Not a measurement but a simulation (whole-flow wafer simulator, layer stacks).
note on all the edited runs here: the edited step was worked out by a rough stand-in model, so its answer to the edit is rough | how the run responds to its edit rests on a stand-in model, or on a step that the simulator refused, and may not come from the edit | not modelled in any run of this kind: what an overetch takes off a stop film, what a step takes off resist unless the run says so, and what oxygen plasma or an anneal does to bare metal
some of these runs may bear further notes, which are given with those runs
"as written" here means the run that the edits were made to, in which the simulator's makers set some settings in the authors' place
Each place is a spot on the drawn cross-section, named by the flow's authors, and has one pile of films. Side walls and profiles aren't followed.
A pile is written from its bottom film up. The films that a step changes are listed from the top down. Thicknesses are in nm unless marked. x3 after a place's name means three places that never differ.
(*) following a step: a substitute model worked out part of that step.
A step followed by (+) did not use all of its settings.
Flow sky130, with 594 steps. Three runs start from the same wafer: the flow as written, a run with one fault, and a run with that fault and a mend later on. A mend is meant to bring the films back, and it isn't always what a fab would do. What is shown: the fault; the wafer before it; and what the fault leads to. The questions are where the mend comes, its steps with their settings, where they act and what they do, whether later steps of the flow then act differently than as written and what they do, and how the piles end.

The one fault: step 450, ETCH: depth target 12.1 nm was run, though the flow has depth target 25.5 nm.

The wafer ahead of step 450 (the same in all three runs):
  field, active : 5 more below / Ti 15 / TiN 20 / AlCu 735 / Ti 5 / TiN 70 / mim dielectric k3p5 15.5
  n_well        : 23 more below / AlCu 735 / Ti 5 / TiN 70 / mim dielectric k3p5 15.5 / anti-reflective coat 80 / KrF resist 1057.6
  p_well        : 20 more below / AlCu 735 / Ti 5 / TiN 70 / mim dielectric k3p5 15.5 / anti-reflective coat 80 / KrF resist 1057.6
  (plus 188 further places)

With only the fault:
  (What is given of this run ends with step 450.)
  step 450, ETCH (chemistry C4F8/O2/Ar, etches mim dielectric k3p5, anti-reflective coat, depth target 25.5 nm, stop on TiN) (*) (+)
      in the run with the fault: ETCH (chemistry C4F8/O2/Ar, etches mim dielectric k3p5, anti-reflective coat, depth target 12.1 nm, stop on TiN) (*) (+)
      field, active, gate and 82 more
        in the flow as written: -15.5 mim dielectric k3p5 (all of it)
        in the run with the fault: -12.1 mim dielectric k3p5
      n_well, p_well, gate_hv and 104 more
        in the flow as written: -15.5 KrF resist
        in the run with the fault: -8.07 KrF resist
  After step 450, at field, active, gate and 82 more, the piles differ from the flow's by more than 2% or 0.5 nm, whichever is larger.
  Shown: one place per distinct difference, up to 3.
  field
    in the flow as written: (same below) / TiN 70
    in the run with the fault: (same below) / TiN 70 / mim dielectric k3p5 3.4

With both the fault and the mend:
  The mend follows step 450.
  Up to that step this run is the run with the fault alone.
  step 450a, ETCH (chemistry C4F8/O2/Ar, etches mim dielectric k3p5, anti-reflective coat, depth target 13.4 nm, stop on TiN) (*) (+) (a further turn of the flow's step 450, with different settings)
      n_well, p_well, gate_hv and 104 more
        -3.4 KrF resist
      field, active, gate and 82 more
        -3.4 mim dielectric k3p5 (all of it)
  Later steps of the flow that are run all act as written at every place that is followed, up to a difference of at most 2% or 0.5 nm, whichever is larger.
  At every place that both follow, the piles at the end match the flow's.
